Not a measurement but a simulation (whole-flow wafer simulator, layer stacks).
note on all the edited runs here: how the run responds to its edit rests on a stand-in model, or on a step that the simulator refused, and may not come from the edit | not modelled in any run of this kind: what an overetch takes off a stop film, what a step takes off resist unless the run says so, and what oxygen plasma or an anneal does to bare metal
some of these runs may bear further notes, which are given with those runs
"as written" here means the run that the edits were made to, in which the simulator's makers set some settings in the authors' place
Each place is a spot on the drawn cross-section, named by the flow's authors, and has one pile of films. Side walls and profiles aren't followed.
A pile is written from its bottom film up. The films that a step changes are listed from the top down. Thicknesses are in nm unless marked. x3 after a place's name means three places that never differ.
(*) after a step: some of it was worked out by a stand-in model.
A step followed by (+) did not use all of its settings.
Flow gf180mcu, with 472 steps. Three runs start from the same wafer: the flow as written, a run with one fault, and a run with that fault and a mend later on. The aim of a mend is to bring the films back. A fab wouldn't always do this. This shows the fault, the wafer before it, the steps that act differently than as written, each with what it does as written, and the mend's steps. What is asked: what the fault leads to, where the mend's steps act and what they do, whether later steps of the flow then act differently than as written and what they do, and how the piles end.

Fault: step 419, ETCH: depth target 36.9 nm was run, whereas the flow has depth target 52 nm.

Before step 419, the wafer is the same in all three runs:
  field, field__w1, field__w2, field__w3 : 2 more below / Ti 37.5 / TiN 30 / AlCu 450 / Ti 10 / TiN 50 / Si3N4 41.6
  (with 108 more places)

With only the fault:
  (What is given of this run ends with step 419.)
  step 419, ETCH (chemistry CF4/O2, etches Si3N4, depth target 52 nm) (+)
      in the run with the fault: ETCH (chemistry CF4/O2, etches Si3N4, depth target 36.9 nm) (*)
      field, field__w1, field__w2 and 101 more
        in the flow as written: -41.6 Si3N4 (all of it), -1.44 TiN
        in the run with the fault: -36.9 Si3N4
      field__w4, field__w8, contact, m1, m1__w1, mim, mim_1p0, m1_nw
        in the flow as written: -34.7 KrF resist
        in the run with the fault: -24.6 KrF resist
  Once step 419 is done, the piles at field, field__w1, field__w2 and 101 more depart from the flow's by more than 2% or 0.5 nm, whichever is larger.
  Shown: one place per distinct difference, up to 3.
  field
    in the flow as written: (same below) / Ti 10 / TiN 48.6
    in the run with the fault: (same below) / Ti 10 / TiN 50 / Si3N4 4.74

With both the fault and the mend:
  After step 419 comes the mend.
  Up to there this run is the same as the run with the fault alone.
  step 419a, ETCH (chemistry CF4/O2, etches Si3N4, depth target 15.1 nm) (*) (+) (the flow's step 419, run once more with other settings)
      field, field__w1, field__w2 and 101 more
        -4.74 Si3N4 (all of it), -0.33 TiN
      field__w4, field__w8, contact, m1, m1__w1, mim, mim_1p0, m1_nw
        -4.74 KrF resist
  Later steps of the flow acting differently than as written (1 other step is not shown; it differs only slightly, by no more than 2% or 0.5 nm, whichever is larger):
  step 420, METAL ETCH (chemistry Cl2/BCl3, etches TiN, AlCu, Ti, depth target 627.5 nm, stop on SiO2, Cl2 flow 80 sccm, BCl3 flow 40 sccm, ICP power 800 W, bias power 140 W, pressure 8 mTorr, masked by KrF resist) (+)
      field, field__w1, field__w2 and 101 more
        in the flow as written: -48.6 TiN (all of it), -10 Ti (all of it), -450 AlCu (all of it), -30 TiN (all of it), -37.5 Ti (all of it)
        in the run with the mend: -49.7 TiN (all of it), -10 Ti (all of it), -450 AlCu (all of it), -30 TiN (all of it), -37.5 Ti (all of it)
  At every place that both follow, the piles at the end match the flow's.
